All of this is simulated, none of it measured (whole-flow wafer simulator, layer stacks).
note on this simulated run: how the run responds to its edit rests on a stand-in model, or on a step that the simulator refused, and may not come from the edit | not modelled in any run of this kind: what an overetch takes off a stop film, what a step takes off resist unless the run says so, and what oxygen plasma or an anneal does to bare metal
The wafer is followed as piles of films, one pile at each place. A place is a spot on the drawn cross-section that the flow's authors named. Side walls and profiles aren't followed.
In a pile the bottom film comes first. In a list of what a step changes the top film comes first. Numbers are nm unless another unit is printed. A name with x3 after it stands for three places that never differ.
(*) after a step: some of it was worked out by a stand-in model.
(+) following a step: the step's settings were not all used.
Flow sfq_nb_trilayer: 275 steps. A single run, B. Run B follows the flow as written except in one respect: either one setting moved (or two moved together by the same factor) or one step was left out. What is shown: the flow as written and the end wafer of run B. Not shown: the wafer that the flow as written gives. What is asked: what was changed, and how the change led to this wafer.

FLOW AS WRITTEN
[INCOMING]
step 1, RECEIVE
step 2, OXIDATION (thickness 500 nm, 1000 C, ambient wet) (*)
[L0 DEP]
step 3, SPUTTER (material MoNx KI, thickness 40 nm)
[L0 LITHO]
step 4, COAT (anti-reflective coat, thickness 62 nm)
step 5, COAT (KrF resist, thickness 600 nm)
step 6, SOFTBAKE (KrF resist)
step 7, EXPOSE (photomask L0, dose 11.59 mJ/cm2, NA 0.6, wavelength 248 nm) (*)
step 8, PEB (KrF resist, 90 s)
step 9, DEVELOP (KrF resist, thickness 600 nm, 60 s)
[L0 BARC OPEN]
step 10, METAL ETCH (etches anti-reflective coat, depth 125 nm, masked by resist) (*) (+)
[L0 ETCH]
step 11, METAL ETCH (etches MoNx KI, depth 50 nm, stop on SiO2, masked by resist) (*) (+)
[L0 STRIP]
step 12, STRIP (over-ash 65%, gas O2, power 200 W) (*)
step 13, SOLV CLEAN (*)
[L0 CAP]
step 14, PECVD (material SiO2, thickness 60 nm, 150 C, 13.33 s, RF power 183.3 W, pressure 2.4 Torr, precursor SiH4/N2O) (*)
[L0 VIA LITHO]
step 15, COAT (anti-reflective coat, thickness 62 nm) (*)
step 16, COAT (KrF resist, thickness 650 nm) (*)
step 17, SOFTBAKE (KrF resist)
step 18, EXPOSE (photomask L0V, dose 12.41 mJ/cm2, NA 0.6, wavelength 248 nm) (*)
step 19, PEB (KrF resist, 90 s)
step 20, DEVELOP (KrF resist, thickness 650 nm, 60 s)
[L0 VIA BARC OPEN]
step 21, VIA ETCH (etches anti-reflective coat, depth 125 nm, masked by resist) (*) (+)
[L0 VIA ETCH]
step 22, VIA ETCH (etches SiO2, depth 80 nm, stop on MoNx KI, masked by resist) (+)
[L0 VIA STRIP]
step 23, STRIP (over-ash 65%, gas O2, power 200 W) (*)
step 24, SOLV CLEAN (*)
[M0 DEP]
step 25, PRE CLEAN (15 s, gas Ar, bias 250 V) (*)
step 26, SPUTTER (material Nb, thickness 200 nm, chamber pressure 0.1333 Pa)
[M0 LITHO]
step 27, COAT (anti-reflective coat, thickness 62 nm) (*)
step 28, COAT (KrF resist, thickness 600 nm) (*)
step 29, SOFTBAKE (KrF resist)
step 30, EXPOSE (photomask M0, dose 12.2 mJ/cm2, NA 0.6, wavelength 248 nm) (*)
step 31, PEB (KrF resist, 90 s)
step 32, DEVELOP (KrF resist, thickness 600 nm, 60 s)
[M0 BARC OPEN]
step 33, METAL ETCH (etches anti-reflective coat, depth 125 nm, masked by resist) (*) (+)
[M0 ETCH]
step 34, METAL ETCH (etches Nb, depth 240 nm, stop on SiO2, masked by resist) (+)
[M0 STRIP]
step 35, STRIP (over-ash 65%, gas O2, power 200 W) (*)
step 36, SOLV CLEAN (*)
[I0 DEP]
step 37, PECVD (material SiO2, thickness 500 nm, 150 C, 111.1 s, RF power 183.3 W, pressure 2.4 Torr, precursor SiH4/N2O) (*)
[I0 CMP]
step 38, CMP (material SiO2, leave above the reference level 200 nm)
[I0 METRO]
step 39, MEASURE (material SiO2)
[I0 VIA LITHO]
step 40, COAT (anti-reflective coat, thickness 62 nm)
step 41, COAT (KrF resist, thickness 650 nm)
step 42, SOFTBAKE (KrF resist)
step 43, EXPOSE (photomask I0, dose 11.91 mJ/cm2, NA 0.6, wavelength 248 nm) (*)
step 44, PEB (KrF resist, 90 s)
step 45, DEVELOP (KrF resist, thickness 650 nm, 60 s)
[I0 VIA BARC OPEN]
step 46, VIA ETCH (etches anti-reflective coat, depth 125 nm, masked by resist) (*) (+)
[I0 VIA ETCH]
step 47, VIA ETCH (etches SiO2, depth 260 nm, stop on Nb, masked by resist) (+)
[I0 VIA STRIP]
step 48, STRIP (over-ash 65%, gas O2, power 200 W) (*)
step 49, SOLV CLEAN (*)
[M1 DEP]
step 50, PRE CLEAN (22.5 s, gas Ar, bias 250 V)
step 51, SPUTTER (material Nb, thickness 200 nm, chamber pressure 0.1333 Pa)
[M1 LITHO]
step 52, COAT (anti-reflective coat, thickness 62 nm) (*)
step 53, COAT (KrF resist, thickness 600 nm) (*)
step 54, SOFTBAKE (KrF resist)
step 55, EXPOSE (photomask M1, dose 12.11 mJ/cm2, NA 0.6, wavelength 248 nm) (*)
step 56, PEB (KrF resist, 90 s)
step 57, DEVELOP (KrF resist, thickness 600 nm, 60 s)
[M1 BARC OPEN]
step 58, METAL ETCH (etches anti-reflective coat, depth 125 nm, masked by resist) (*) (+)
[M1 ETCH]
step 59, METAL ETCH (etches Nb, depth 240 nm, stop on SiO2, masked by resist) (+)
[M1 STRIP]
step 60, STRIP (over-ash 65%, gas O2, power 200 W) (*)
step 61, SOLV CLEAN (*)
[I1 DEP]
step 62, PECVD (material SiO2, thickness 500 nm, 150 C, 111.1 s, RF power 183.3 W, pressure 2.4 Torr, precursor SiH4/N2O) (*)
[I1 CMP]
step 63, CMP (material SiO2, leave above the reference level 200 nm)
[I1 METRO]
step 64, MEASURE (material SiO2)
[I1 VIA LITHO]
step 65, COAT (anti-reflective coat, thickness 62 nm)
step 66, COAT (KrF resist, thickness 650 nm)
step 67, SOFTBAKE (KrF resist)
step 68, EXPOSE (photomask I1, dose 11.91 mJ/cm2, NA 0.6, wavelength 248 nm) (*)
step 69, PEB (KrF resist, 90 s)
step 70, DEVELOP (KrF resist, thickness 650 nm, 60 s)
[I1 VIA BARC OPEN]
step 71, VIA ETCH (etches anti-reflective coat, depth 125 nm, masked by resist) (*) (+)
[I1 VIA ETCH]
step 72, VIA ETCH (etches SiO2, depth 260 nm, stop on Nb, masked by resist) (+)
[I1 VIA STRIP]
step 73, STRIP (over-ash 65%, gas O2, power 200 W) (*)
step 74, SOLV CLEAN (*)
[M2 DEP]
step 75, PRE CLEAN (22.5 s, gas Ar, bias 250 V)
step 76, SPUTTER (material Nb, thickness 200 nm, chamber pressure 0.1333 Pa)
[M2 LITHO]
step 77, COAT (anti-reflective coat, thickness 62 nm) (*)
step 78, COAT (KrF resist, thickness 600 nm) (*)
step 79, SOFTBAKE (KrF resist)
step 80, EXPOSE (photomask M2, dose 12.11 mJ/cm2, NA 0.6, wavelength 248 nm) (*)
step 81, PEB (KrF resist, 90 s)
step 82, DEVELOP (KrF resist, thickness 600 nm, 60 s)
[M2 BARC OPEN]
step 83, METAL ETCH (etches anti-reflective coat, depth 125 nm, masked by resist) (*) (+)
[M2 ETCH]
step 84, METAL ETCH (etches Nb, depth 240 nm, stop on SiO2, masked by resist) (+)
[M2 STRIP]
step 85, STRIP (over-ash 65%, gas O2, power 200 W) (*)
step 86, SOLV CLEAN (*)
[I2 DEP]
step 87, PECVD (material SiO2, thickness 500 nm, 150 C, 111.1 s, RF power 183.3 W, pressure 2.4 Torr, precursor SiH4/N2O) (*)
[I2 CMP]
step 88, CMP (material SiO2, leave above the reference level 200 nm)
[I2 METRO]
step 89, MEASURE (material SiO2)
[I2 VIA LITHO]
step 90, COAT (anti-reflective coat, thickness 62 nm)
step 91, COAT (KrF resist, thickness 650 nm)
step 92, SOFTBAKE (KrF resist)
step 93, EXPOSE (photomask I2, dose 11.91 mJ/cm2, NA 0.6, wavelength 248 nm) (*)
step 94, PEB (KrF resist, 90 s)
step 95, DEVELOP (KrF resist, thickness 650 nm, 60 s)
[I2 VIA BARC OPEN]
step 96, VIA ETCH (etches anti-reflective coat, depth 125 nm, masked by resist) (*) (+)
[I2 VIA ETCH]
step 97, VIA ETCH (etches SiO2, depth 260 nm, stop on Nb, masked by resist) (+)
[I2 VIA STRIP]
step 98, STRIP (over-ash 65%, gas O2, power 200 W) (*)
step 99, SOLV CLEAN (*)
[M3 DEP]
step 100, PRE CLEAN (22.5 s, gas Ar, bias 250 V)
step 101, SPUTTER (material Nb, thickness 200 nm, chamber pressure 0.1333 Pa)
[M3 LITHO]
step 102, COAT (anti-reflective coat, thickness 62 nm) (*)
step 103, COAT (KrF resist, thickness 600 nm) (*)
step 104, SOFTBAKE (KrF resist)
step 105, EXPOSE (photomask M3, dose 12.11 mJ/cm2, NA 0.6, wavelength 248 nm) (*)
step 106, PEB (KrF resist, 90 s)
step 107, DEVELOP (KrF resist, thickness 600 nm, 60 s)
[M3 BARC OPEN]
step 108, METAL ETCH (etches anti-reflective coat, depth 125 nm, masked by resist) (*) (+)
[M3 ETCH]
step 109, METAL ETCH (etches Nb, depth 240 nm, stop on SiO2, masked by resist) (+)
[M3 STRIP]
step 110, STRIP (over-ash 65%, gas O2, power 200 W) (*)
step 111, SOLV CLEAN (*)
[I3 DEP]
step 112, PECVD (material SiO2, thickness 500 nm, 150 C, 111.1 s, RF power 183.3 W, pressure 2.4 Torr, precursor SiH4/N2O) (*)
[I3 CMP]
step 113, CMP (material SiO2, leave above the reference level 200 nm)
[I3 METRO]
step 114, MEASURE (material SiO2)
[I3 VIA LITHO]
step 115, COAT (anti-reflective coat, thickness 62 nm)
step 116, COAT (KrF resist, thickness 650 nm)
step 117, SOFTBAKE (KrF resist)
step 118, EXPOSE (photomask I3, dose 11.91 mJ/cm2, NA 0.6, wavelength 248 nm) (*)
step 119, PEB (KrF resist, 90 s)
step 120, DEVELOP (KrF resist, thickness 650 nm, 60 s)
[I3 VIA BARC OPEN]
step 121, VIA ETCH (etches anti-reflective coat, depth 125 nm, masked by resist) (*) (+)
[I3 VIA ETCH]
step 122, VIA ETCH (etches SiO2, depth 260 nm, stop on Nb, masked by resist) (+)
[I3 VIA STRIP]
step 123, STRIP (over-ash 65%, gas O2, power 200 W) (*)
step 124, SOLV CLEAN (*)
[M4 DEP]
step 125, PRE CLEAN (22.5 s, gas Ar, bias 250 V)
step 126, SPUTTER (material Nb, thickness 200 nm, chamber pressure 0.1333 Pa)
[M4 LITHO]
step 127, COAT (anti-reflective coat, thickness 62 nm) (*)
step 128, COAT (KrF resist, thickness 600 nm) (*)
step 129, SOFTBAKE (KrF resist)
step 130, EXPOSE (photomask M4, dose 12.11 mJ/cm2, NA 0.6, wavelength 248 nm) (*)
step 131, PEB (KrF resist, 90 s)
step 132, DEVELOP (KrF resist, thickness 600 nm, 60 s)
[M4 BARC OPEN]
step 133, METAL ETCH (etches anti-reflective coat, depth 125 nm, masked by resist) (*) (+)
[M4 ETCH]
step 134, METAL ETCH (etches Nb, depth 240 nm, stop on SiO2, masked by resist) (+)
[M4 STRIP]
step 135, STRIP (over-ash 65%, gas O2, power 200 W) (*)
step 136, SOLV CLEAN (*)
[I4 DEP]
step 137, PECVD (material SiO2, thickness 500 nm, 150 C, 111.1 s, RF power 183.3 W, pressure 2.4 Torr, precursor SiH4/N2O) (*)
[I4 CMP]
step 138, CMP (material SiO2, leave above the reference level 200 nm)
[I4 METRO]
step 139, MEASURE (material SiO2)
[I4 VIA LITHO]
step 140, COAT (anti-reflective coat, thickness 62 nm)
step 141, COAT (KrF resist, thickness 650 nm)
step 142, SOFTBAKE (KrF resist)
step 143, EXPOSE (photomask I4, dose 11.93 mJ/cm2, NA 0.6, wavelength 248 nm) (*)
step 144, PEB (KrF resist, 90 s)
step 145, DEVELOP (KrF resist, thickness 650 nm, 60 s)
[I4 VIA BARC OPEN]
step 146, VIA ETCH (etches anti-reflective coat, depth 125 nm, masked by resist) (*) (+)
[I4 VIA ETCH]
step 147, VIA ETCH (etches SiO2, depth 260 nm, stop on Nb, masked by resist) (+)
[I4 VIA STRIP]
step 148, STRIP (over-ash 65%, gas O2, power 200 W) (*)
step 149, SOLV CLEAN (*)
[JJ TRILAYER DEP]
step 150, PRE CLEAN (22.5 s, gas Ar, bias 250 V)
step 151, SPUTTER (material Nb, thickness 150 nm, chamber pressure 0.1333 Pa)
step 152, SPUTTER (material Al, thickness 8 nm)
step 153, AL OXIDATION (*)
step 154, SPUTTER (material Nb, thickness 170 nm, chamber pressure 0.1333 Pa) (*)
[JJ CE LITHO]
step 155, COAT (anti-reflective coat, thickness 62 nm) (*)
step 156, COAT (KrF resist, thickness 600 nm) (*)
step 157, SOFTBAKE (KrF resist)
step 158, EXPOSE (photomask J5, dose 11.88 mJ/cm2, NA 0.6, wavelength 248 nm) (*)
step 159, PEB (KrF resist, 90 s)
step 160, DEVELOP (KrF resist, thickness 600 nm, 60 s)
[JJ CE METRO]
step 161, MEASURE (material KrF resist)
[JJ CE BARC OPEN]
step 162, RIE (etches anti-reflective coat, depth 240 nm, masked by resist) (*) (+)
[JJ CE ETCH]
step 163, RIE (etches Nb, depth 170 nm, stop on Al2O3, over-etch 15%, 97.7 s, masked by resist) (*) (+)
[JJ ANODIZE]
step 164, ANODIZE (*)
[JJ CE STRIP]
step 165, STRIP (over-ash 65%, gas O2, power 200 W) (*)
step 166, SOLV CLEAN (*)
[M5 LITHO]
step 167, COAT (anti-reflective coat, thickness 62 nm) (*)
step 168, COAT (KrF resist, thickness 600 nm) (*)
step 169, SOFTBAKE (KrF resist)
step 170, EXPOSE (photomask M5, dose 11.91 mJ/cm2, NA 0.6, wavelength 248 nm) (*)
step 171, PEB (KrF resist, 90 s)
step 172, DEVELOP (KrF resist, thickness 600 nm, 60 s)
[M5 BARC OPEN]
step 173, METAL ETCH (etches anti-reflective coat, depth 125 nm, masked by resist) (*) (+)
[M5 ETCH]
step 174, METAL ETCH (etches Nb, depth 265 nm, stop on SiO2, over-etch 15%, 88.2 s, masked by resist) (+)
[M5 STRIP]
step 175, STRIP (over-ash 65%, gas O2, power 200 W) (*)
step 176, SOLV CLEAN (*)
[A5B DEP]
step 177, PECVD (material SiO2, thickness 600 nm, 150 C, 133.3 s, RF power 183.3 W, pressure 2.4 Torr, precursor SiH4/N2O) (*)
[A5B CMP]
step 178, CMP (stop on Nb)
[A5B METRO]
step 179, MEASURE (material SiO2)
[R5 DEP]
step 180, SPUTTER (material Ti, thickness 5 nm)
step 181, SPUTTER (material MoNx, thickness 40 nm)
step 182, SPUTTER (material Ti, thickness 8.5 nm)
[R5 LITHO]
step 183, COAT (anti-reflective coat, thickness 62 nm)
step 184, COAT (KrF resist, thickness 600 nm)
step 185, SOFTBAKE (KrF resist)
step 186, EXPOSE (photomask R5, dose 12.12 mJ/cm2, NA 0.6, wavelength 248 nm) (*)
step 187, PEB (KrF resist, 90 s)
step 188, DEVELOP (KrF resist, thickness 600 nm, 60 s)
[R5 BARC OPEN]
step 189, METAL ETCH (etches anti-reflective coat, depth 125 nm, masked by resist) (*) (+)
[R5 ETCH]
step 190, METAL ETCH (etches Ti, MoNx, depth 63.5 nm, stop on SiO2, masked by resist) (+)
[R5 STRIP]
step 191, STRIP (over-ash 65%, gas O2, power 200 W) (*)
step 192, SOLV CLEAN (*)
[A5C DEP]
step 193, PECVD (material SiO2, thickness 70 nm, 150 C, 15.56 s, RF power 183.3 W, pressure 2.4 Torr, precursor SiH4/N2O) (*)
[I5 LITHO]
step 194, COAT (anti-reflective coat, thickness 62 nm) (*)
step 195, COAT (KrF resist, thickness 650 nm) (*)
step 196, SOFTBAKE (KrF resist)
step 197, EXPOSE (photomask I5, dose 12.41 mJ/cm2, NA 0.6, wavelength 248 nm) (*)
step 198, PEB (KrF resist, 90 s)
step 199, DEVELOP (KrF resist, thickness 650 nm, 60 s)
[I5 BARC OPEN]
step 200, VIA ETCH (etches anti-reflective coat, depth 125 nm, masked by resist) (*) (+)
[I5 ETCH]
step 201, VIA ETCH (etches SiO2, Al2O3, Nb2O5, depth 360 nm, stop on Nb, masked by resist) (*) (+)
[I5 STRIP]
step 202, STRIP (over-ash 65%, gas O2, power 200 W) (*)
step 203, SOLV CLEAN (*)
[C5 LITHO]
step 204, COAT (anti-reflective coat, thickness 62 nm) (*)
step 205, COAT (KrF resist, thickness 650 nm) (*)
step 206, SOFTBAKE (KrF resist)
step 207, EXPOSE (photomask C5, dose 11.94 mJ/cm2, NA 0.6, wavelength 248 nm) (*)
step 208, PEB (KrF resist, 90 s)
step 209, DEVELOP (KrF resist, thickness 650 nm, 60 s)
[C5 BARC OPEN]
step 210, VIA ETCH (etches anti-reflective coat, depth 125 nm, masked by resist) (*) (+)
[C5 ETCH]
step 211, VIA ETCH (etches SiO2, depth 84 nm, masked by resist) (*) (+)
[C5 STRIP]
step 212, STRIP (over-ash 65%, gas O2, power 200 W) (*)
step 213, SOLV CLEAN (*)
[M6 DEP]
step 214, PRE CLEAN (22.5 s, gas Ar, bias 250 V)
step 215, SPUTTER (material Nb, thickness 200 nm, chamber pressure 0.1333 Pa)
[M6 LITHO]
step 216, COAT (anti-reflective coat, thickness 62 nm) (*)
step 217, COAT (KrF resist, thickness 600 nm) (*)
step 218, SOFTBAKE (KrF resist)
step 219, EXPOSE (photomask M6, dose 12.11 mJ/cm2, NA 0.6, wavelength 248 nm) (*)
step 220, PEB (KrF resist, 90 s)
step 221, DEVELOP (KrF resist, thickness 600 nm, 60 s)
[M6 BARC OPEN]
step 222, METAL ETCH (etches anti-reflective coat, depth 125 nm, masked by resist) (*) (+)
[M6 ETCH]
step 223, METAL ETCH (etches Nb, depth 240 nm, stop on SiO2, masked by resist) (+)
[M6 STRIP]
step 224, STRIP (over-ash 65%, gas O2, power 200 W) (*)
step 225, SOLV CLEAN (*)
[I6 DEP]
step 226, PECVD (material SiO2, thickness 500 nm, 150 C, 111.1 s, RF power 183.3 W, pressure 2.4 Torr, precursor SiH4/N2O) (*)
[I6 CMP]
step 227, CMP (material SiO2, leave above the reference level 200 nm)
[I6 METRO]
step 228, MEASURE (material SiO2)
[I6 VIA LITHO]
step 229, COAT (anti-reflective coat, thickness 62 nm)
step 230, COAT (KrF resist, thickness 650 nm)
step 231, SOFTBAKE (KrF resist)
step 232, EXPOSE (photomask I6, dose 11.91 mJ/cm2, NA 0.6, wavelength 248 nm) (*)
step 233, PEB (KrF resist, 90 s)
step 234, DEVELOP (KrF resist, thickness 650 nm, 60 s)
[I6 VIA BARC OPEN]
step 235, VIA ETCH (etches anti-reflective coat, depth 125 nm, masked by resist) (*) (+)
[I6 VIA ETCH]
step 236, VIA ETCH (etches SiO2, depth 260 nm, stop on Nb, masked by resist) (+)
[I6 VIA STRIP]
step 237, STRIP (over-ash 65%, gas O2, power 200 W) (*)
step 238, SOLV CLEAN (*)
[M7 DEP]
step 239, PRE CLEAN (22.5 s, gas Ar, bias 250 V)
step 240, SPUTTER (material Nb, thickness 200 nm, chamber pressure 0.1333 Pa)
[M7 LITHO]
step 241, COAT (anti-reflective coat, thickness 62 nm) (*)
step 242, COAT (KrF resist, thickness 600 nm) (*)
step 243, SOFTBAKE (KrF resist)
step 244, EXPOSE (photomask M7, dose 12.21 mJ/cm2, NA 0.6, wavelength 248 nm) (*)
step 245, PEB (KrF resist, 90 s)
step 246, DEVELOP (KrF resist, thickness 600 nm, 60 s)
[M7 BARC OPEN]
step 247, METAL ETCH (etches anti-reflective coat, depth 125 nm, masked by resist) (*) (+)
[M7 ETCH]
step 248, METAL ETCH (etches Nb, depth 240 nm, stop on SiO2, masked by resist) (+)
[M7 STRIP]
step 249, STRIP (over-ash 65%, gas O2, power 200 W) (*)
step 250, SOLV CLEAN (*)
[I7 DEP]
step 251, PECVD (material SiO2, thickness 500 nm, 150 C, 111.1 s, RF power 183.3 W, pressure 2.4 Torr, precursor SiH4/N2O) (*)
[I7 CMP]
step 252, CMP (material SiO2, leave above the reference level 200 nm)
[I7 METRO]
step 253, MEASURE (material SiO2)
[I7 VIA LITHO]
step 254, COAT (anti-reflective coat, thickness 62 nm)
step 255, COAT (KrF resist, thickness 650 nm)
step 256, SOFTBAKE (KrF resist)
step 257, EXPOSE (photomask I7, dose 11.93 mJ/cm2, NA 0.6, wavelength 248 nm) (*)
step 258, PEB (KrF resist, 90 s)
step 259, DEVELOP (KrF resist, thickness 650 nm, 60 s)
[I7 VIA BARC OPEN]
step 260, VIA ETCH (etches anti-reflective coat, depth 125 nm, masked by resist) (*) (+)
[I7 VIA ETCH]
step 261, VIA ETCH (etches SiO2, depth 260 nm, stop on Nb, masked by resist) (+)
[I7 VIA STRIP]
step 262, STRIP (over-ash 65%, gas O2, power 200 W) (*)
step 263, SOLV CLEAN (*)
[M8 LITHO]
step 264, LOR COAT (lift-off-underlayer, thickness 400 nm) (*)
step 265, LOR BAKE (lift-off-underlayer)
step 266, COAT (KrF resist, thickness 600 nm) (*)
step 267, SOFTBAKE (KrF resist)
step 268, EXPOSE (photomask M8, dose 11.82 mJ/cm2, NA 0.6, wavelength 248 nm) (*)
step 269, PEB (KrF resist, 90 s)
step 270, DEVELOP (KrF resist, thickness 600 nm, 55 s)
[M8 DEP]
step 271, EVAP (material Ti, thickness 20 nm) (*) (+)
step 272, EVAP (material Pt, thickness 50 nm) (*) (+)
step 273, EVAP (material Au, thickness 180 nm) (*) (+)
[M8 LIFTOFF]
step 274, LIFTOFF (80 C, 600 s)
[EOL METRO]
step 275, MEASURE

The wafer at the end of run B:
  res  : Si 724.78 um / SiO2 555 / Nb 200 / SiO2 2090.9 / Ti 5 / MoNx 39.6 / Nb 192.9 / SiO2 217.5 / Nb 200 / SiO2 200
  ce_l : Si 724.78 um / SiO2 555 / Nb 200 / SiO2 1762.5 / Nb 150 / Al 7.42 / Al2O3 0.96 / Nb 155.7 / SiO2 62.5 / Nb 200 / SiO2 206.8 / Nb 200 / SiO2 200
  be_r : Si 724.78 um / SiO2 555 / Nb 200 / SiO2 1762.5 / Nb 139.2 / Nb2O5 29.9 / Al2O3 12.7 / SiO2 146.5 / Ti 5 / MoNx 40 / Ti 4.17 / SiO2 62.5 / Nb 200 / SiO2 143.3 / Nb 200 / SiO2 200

What caused this: step 182, SPUTTER: thickness 4.17 nm was run, whereas the flow has thickness 8.5 nm.
The wafer itself shows it: be_r has Ti 4.17, and step 182 as written asks for 8.5 nm.

Step by step, how the change led to this:
  step 182, SPUTTER (material Ti, thickness 8.5 nm)
      field_l, v_sur, via_wl and 103 more: +4.17 Ti (new film) (as written it would have been: +8.5 Ti (new film))
  step 190, METAL ETCH (etches Ti, MoNx, depth 63.5 nm, stop on SiO2, masked by resist) (+)
      field_l, v_sur, via_wl and 92 more: -4.17 Ti (all of it), -40 MoNx (all of it), -5 Ti (all of it) (as written it would have been: -8.5 Ti (all of it), -40 MoNx (all of it), -5 Ti (all of it))
      ce_l, c5j, ce_r, wl_jj: -4.17 Ti (all of it), -40 MoNx (all of it), -5 Ti (all of it), -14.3 Nb (as written it would have been: -8.5 Ti (all of it), -40 MoNx (all of it), -5 Ti (all of it), -10 Nb)
  step 194, COAT (anti-reflective coat, thickness 62 nm) (*)
      r5r_spacepad_l, r5r_spacepad_r: +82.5 anti-reflective coat (new film) (as written it would have been: +84.4 anti-reflective coat (new film))
      ce_l: +69.1 anti-reflective coat (new film) (as written it would have been: +67.2 anti-reflective coat (new film))
      (and at 2 other places as well)
  step 202, STRIP (over-ash 65%, gas O2, power 200 W) (*)
      r5r_spacepad_l, r5r_spacepad_r: -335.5 KrF resist (all of it), -82.5 anti-reflective coat (all of it) (as written it would have been: -335.6 KrF resist (all of it), -84.4 anti-reflective coat (all of it))
      ce_l: -342.7 KrF resist (all of it), -69.1 anti-reflective coat (all of it) (as written it would have been: -341.5 KrF resist (all of it), -67.2 anti-reflective coat (all of it))
      (and at 2 other places as well)
  step 204, COAT (anti-reflective coat, thickness 62 nm) (*)
      r5r_spacepad_l, r5r_spacepad_r: +82.5 anti-reflective coat (new film) (as written it would have been: +84.4 anti-reflective coat (new film))
      ce_l: +67.9 anti-reflective coat (new film) (as written it would have been: +66 anti-reflective coat (new film))
      (and at 2 other places as well)
  step 212, STRIP (over-ash 65%, gas O2, power 200 W) (*)
      r5r_spacepad_l, r5r_spacepad_r: -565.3 KrF resist (all of it), -82.5 anti-reflective coat (all of it) (as written it would have been: -565.8 KrF resist (all of it), -84.4 anti-reflective coat (all of it))
      ce_l: -568.2 KrF resist (all of it), -67.9 anti-reflective coat (all of it) (as written it would have been: -567.4 KrF resist (all of it), -66 anti-reflective coat (all of it))
      (and at 2 other places as well)
  step 214, PRE CLEAN (22.5 s, gas Ar, bias 250 V)
      res: -4.17 Ti (all of it), -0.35 MoNx (as written it would have been: -4.53 Ti)
  step 216, COAT (anti-reflective coat, thickness 62 nm) (*)
      r5r_spacepad_l, r5r_spacepad_r: +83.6 anti-reflective coat (new film) (as written it would have been: +85.7 anti-reflective coat (new film))
      ce_l: +49.4 anti-reflective coat (new film) (as written it would have been: +48 anti-reflective coat (new film))
      (and at 2 other places as well)
  step 222, METAL ETCH (etches anti-reflective coat, depth 125 nm, masked by resist) (*) (+)
      r5r_spacepad_l, r5r_spacepad_r: -83.6 anti-reflective coat (all of it) (as written it would have been: -85.7 anti-reflective coat (all of it))
  step 224, STRIP (over-ash 65%, gas O2, power 200 W) (*)
      ce_l: -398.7 KrF resist (all of it), -49.4 anti-reflective coat (all of it) (as written it would have been: -397.1 KrF resist (all of it), -48 anti-reflective coat (all of it))
      ce_r: -404.7 KrF resist (all of it), -50.1 anti-reflective coat (all of it) (as written it would have been: -403.5 KrF resist (all of it), -48.8 anti-reflective coat (all of it))
      (and at 1 other place as well)
  step 227, CMP (material SiO2, leave above the reference level 200 nm)
      r5r_line_l, r5r_line_c, r5r_line_r: -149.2 SiO2 (as written it would have been: -153.5 SiO2)
      r5r_spacepad_l, r5r_spacepad_r: -146.7 SiO2 (as written it would have been: -153.5 SiO2)
